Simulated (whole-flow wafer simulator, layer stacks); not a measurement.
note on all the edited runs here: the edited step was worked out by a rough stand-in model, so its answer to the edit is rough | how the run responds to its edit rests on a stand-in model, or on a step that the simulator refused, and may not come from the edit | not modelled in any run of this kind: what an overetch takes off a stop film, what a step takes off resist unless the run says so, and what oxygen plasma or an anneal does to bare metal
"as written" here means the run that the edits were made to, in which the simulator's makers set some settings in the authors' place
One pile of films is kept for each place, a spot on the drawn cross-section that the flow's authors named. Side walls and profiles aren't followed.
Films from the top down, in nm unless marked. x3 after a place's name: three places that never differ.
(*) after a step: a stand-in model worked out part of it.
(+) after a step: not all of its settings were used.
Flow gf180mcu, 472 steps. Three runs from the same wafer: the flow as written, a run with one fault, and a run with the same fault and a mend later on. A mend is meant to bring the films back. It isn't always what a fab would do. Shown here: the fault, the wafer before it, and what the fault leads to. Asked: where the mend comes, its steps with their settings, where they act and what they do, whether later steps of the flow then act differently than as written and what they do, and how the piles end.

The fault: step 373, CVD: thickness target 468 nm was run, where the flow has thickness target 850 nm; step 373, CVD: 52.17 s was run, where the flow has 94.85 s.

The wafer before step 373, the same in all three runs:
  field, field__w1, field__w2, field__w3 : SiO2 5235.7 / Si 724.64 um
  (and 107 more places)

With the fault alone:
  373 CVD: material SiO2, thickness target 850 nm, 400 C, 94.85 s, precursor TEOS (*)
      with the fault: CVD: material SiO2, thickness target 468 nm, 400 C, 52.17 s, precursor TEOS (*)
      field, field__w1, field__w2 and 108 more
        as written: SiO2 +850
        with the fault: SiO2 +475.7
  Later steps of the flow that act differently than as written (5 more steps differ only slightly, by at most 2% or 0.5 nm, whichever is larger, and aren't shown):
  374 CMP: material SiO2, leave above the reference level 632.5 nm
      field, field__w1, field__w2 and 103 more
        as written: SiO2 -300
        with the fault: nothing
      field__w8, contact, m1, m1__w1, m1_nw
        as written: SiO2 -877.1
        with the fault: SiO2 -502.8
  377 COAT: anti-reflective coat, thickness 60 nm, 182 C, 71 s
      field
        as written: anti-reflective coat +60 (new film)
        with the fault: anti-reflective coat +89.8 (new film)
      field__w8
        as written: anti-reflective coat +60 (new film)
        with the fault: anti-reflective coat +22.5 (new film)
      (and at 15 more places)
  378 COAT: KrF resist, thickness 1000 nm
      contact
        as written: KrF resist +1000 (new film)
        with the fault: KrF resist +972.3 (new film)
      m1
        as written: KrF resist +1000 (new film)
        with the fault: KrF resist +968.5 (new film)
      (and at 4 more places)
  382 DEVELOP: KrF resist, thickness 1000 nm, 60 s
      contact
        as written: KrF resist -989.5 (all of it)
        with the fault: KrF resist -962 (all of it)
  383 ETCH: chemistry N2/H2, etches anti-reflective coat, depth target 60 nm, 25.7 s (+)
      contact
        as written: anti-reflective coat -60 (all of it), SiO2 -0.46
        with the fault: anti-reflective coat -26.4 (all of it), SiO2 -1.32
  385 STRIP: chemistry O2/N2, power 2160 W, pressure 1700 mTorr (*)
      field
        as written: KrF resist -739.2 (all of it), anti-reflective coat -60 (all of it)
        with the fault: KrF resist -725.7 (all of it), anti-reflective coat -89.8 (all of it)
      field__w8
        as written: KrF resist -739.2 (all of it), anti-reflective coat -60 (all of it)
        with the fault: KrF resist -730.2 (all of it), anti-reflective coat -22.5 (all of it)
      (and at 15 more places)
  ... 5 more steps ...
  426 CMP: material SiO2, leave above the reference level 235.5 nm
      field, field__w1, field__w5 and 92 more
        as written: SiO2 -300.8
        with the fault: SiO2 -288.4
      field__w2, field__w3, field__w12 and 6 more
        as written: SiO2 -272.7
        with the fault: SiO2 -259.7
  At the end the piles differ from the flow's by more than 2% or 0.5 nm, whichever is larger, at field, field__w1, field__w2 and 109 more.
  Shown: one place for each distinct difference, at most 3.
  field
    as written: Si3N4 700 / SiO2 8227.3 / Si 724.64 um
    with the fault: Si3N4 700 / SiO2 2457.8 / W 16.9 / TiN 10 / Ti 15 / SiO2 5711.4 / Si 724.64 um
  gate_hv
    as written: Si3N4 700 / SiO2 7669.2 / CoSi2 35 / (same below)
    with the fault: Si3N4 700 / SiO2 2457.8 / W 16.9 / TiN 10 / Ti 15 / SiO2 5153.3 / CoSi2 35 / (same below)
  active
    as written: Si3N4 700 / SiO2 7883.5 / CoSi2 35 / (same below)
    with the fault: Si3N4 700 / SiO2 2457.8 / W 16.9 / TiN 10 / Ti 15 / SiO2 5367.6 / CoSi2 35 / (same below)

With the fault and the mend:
  The mend comes after step 373.
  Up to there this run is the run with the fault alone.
  373a CVD: material SiO2, thickness target 382 nm, 400 C, 42.63 s, precursor TEOS (*) (the flow's step 373 once more, with other settings)
      field, field__w1, field__w2 and 108 more
        SiO2 +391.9
  Later steps of the flow that act differently than as written:
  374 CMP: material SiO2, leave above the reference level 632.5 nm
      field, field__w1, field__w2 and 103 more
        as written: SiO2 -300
        with the mend: SiO2 -317.6
  At the end the piles are the same as the flow's at every place that both follow.
